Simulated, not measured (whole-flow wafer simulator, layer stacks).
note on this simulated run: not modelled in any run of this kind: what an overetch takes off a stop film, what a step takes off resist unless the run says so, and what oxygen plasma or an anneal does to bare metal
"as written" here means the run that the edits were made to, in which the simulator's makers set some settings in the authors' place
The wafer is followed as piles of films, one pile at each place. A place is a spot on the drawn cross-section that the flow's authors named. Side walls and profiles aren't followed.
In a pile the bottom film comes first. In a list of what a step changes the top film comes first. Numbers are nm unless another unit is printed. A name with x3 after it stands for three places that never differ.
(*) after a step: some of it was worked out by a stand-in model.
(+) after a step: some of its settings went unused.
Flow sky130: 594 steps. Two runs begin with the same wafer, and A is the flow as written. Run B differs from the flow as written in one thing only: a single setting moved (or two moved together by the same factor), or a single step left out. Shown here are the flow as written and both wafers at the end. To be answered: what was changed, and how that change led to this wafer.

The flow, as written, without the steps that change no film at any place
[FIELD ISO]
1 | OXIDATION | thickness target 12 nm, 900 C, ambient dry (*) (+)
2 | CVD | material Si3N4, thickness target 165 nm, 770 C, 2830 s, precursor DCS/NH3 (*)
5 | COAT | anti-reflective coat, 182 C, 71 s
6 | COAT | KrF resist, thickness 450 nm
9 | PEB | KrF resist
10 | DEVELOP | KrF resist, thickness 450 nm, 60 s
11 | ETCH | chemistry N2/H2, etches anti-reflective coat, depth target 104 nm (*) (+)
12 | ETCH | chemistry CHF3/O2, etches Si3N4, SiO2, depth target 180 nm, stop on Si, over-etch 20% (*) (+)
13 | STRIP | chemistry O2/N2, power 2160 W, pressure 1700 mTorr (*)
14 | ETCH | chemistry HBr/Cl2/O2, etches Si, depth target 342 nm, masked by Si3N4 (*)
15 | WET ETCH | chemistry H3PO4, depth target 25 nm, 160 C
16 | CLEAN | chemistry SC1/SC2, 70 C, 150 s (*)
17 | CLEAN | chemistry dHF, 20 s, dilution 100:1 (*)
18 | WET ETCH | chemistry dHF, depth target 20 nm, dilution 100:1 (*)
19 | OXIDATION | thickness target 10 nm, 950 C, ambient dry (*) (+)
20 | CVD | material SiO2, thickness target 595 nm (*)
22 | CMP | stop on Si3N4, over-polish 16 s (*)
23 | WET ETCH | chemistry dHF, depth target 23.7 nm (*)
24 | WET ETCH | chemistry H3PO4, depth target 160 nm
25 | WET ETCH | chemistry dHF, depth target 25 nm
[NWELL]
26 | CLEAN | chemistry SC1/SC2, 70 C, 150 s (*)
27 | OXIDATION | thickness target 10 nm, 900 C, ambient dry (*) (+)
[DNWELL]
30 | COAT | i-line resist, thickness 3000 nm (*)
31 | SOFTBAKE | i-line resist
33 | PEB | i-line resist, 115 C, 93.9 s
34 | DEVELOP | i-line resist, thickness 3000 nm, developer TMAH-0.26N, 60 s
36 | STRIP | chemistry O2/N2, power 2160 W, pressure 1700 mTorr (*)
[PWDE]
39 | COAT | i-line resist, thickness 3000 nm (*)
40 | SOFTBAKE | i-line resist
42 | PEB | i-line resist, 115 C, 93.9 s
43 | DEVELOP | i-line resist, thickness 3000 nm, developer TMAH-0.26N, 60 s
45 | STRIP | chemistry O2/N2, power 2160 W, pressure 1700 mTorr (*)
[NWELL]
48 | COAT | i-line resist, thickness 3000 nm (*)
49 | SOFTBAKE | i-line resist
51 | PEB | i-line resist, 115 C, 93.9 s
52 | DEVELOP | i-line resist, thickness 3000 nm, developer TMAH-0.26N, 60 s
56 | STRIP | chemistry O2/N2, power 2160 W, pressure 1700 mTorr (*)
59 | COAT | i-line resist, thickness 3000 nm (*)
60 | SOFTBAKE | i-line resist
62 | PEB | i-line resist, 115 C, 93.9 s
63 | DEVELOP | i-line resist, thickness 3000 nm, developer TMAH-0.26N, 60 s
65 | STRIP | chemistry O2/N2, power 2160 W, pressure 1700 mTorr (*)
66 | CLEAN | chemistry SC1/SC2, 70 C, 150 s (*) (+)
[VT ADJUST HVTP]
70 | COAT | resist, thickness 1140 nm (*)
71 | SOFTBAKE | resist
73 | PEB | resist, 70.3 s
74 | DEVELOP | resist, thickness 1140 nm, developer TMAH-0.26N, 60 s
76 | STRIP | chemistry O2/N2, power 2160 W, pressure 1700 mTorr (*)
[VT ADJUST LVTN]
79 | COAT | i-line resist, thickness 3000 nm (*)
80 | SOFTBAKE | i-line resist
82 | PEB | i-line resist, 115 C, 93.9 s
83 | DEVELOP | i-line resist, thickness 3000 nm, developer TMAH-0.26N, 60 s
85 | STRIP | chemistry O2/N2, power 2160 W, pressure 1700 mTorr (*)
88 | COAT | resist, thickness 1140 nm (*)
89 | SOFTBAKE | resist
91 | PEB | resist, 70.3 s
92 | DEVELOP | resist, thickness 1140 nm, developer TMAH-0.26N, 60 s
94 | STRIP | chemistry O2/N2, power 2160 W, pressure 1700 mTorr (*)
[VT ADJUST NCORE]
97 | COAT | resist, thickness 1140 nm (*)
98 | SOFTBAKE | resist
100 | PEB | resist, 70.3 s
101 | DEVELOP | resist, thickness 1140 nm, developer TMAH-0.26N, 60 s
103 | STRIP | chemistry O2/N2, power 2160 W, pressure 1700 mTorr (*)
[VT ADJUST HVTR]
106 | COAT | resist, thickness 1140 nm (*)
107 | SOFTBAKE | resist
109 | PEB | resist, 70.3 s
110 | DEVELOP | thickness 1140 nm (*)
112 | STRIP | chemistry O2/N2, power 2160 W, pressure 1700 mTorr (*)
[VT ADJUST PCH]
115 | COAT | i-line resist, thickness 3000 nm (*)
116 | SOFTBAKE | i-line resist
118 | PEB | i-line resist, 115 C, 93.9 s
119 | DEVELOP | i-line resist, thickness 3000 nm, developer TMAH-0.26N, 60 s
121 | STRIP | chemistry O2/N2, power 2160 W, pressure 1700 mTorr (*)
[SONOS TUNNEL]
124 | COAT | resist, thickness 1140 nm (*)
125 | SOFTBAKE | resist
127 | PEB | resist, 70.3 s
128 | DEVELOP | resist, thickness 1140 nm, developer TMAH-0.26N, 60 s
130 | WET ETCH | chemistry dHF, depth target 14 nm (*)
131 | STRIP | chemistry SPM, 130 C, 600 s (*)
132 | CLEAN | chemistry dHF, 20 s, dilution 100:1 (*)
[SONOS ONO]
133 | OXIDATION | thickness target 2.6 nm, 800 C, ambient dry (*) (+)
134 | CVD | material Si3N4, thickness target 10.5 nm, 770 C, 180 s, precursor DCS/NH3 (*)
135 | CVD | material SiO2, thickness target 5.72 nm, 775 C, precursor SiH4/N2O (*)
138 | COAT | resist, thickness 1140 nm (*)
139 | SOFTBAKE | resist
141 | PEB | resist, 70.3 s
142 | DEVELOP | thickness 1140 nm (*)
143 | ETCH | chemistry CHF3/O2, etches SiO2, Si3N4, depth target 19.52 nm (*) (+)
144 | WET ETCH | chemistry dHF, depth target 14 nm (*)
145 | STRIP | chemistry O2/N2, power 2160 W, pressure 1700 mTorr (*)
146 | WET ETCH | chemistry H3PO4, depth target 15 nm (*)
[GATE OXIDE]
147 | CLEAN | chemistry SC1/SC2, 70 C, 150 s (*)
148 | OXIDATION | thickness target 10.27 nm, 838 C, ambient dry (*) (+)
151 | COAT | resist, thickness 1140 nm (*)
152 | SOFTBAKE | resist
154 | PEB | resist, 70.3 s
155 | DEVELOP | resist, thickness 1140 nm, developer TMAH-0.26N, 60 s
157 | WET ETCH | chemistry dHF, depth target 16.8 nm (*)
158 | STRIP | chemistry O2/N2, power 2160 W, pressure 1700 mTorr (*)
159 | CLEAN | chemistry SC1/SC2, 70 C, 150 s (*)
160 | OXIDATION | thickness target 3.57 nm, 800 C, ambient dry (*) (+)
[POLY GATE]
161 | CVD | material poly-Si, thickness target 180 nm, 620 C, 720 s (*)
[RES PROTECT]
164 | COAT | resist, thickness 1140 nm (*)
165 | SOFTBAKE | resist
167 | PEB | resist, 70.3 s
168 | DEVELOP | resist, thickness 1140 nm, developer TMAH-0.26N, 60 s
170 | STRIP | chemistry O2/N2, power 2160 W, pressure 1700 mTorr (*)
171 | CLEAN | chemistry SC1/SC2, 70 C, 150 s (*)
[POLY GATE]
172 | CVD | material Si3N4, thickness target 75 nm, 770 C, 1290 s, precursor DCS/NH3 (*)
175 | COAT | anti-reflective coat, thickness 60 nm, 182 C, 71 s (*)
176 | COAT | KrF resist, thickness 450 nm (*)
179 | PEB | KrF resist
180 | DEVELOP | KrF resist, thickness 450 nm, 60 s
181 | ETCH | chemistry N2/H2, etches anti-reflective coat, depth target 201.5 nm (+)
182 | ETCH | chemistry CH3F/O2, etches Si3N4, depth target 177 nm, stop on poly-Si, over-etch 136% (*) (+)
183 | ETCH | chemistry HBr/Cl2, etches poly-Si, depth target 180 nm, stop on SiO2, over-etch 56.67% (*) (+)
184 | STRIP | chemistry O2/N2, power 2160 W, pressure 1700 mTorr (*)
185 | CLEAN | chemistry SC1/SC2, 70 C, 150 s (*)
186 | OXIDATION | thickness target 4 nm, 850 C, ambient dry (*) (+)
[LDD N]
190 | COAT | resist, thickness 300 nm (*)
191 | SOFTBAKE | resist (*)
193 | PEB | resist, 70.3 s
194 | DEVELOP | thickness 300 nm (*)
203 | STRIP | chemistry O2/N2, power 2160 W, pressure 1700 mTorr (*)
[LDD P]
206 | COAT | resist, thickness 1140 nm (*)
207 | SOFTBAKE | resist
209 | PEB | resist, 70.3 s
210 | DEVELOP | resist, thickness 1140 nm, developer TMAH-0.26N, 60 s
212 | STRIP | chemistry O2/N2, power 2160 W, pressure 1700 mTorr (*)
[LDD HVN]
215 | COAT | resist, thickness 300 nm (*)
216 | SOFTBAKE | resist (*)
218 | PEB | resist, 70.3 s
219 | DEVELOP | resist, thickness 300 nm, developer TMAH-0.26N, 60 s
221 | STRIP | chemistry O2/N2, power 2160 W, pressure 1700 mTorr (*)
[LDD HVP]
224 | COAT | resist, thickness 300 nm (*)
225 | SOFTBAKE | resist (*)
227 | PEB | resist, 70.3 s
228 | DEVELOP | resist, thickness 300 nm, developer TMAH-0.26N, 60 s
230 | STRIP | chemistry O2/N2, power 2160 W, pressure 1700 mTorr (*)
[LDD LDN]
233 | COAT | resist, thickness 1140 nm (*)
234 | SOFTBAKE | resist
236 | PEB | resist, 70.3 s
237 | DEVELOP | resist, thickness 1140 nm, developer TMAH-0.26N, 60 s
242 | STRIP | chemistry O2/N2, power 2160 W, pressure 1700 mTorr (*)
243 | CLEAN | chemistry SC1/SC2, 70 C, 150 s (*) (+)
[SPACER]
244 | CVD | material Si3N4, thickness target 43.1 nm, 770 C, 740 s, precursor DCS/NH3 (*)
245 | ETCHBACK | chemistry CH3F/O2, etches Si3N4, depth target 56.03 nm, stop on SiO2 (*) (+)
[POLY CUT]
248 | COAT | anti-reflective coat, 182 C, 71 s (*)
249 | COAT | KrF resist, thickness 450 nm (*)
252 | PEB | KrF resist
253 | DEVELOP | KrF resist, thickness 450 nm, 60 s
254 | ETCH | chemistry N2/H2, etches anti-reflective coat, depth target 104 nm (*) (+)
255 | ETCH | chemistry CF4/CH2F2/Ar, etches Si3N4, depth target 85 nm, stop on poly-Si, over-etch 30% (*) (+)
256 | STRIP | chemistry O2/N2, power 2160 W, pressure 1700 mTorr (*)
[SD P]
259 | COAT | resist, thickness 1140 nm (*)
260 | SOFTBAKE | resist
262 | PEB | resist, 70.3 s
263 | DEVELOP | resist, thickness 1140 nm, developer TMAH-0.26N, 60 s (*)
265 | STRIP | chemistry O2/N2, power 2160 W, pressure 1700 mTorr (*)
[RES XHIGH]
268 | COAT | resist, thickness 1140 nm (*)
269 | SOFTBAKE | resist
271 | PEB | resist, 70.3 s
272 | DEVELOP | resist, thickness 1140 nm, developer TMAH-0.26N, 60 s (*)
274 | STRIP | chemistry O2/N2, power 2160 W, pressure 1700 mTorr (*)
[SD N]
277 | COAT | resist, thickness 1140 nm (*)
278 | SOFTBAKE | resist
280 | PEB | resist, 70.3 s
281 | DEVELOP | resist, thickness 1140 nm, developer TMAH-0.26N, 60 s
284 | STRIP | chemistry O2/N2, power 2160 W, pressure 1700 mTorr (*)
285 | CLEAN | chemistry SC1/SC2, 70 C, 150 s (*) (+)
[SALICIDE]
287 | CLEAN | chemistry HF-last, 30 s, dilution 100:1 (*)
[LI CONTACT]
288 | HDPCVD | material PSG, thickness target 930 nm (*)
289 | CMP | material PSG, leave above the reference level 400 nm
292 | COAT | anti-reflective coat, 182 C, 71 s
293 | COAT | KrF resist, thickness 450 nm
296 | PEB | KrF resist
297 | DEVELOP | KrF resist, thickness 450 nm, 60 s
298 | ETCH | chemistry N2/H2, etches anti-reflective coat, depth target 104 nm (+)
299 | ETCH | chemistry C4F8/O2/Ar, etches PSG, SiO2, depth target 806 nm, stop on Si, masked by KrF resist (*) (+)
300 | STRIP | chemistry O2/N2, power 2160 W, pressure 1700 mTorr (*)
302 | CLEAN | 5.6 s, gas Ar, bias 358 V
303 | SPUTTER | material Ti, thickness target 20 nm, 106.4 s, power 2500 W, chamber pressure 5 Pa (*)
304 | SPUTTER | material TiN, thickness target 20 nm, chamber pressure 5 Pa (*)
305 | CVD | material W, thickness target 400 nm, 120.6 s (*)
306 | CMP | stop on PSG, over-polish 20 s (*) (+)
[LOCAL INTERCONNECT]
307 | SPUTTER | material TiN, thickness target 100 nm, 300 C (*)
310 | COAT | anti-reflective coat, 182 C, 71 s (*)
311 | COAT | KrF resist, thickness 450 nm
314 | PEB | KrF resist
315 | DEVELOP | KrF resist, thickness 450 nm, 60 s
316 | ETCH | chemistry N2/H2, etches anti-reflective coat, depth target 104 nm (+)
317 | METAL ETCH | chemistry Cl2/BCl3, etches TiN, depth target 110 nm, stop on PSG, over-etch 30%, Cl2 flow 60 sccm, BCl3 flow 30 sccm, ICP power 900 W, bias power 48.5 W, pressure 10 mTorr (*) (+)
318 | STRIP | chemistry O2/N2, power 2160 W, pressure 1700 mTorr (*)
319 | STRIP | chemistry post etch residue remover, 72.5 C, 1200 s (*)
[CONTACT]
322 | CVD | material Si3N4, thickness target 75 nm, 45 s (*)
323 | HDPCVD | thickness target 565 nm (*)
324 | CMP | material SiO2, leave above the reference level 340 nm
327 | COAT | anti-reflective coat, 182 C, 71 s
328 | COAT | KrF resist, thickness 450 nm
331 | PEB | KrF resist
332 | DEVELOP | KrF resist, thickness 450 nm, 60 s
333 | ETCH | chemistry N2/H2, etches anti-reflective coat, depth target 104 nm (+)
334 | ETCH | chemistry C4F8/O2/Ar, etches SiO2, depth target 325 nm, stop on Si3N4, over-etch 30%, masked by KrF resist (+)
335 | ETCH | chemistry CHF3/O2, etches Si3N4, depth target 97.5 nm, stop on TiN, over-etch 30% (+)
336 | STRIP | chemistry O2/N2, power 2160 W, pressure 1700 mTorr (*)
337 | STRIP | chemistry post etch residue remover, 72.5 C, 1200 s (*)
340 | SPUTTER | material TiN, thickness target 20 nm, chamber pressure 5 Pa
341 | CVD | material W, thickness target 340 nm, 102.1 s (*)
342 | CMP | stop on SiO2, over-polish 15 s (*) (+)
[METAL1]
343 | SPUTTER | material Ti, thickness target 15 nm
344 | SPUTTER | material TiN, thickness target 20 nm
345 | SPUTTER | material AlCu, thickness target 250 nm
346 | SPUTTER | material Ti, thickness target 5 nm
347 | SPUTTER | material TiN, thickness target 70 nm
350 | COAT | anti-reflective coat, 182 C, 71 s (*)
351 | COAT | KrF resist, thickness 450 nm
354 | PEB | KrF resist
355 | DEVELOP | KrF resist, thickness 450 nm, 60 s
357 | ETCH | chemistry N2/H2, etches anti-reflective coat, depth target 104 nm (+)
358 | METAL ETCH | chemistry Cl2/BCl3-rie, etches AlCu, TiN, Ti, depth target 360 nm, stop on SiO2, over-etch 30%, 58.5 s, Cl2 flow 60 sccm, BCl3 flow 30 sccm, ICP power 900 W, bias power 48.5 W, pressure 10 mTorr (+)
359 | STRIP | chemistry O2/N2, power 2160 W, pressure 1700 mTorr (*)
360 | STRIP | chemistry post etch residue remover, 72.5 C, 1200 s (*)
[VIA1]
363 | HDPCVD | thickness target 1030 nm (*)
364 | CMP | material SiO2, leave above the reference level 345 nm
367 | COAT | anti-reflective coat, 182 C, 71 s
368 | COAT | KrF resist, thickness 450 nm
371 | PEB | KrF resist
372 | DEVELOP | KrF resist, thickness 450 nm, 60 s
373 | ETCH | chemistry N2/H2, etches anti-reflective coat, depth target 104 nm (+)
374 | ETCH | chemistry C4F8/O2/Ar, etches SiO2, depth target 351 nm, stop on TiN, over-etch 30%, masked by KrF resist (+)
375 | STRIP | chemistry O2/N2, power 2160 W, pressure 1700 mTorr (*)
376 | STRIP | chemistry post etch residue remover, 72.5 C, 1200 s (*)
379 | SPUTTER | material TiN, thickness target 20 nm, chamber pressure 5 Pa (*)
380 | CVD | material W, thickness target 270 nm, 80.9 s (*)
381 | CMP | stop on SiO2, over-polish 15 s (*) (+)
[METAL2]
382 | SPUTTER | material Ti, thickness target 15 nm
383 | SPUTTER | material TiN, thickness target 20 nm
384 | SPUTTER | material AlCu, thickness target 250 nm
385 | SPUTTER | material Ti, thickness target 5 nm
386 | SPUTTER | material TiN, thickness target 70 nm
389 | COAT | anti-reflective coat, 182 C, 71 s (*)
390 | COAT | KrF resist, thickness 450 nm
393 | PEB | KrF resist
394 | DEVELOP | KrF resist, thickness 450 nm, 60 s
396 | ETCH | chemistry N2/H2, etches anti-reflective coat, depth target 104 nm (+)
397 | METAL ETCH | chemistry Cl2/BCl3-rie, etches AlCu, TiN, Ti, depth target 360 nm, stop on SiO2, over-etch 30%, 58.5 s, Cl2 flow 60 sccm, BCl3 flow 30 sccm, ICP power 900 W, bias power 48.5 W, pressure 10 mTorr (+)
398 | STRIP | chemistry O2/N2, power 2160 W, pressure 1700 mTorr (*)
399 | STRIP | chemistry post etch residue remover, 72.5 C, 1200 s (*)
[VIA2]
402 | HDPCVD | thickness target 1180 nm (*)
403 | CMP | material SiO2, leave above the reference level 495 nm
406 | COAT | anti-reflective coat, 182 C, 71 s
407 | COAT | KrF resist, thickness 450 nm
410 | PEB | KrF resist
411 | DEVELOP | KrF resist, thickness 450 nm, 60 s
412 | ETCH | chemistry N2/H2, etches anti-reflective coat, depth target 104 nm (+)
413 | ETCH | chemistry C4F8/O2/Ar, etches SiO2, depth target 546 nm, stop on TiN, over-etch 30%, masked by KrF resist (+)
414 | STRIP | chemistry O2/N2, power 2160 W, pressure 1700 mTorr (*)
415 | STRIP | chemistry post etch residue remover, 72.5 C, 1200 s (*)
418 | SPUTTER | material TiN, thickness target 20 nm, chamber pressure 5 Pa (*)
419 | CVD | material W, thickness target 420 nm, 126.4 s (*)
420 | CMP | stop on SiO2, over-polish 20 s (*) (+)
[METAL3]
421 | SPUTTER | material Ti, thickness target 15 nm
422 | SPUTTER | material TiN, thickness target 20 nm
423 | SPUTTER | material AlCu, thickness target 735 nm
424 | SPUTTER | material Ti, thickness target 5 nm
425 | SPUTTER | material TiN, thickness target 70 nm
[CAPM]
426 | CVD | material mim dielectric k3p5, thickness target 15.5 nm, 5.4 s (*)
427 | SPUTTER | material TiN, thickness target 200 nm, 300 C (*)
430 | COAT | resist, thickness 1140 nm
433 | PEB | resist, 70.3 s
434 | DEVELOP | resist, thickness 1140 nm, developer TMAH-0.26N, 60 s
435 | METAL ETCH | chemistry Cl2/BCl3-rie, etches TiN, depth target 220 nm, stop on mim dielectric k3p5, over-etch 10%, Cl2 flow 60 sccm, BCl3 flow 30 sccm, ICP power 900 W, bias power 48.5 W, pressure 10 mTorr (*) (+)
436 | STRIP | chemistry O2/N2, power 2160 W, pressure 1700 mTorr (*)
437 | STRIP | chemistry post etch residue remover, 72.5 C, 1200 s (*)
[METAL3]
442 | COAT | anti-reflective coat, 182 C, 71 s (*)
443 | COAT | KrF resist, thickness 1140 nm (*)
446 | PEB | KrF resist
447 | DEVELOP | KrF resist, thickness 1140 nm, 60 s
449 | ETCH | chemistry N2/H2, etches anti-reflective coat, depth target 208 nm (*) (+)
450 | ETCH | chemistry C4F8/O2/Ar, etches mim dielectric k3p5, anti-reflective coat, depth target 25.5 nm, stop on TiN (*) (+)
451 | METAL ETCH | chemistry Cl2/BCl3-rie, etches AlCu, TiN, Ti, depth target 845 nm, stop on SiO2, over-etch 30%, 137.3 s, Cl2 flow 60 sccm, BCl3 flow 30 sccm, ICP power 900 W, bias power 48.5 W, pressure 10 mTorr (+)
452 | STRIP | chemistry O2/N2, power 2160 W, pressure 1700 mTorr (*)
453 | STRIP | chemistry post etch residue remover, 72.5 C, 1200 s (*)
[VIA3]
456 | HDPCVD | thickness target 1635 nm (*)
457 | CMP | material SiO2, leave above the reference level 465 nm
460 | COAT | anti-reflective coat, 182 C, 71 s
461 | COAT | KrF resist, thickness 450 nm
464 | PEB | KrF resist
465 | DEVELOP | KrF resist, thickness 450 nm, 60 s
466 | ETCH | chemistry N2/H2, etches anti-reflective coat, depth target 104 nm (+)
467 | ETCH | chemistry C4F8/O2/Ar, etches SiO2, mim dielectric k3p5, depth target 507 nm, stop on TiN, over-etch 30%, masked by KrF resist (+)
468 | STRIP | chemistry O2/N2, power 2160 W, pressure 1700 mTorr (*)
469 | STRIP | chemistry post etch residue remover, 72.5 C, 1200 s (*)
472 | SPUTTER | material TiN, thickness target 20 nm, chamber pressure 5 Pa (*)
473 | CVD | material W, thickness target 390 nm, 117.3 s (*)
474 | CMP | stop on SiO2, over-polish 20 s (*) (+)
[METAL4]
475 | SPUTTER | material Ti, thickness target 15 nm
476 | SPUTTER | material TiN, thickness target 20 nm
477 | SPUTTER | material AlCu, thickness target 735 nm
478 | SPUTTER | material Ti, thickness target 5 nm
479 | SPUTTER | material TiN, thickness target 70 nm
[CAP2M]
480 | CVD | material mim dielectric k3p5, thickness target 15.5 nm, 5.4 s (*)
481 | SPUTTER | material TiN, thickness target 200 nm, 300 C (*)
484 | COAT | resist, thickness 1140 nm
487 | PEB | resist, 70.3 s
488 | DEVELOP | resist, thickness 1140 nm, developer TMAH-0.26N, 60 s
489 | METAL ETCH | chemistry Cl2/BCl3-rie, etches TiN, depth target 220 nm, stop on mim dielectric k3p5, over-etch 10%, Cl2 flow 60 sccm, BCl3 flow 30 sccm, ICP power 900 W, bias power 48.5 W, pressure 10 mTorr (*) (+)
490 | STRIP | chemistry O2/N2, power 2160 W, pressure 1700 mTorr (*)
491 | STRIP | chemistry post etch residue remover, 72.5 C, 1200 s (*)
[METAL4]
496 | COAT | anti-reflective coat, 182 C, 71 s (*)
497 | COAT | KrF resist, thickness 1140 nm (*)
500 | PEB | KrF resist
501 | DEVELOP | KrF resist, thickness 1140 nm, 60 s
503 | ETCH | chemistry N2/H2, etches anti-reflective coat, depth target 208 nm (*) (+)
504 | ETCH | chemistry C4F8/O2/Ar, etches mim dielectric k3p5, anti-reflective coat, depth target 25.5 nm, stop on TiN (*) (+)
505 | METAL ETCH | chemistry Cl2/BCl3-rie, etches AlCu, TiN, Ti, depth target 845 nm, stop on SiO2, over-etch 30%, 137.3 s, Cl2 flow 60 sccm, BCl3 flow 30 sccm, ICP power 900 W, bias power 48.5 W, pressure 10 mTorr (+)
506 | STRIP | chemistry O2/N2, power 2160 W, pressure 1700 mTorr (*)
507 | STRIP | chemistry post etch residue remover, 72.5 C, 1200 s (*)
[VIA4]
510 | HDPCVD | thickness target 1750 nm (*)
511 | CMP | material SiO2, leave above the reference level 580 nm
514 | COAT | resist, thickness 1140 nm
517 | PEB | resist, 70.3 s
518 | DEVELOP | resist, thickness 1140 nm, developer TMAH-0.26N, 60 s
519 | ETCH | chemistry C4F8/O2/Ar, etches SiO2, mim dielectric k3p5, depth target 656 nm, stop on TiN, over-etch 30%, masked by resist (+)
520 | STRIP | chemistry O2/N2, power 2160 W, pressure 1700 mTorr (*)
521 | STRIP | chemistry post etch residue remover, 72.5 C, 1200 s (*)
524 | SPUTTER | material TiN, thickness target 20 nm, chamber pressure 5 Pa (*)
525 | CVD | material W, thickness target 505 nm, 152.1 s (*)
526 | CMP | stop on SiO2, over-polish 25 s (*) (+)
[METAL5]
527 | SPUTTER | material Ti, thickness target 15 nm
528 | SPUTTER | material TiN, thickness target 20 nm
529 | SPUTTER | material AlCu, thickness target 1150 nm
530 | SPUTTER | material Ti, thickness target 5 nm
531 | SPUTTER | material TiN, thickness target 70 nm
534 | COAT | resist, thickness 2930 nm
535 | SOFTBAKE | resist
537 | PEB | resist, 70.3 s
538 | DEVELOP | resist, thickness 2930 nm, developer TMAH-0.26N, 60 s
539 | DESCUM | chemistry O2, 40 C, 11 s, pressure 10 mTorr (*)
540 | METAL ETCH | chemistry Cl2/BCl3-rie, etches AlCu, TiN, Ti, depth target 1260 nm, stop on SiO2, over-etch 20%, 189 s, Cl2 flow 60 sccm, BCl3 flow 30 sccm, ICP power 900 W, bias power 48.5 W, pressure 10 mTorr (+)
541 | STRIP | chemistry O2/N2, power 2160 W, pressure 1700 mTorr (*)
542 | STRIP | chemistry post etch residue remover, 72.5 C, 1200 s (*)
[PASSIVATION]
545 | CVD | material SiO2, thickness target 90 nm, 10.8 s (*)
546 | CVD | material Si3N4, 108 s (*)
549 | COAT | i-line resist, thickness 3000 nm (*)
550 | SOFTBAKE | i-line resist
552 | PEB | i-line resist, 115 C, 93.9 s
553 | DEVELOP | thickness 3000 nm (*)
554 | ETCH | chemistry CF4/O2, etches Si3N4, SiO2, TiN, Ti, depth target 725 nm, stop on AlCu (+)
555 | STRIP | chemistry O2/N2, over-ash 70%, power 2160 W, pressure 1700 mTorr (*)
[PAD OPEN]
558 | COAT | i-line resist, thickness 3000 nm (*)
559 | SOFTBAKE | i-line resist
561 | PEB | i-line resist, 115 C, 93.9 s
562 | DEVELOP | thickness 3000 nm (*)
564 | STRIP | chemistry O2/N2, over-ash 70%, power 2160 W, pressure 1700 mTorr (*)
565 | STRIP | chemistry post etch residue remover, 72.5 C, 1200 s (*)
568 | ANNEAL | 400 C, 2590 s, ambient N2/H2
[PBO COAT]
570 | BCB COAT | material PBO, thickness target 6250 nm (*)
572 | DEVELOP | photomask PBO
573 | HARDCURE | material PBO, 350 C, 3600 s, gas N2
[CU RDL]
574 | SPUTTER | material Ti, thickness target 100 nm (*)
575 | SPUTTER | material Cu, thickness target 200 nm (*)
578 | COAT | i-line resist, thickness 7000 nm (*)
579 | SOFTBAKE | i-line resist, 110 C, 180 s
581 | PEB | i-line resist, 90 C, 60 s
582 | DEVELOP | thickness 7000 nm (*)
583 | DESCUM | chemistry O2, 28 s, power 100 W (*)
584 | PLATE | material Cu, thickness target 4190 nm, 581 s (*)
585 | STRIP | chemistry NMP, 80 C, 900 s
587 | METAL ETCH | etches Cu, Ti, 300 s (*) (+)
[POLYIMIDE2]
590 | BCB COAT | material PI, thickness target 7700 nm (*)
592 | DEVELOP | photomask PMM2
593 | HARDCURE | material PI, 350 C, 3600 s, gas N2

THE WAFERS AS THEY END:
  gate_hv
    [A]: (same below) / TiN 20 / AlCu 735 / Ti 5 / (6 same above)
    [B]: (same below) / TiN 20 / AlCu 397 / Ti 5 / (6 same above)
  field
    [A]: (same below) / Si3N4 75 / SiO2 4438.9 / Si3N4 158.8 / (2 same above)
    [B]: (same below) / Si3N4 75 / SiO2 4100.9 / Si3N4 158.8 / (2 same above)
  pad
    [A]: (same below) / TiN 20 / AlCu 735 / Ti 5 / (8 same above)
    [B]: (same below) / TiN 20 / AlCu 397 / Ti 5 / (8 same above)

Cause: step 477, SPUTTER: thickness target 397 nm was run, while the flow as written has thickness target 735 nm.
The wafer itself shows it: gate_hv has AlCu 397, and step 477 as written asks for 735 nm.

Step by step, how the change led to this:
  477 | SPUTTER | material AlCu, thickness target 735 nm
      field, active, n_well and 189 more: A +735 AlCu (new film) | B +397 AlCu (new film)
  505 | METAL ETCH | chemistry Cl2/BCl3-rie, etches AlCu, TiN, Ti, depth target 845 nm, stop on SiO2, over-etch 30%, 137.3 s, Cl2 flow 60 sccm, BCl3 flow 30 sccm, ICP power 900 W, bias power 48.5 W, pressure 10 mTorr (+)
      field, gate, spacer and 64 more: A -70 TiN (all of it), -5 Ti (all of it), -735 AlCu (all of it), -20 TiN (all of it), -15 Ti (all of it), -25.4 SiO2 | B -70 TiN (all of it), -5 Ti (all of it), -397 AlCu (all of it), -20 TiN (all of it), -15 Ti (all of it), -59.2 SiO2
      vpp_iso1, m1_ln, rpo_hd and 6 more: A -70 TiN (all of it), -5 Ti (all of it), -735 AlCu (all of it), -20 TiN (all of it), -15 Ti (all of it), -25.3 SiO2 | B -70 TiN (all of it), -5 Ti (all of it), -397 AlCu (all of it), -20 TiN (all of it), -15 Ti (all of it), -59.1 SiO2
      (as well as at 12 more places)
  511 | CMP | material SiO2, leave above the reference level 580 nm
      field, active, gate and 76 more: A -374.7 SiO2 | B -678.8 SiO2
      iso_guard__w1, mim_edge_gap, vpp_m3ln, rpm_encl, via2_enc, rpm_encl_psd, iso_guard_nsd_tip: A -374.6 SiO2 | B -678.8 SiO2
      (as well as at 2 more places)
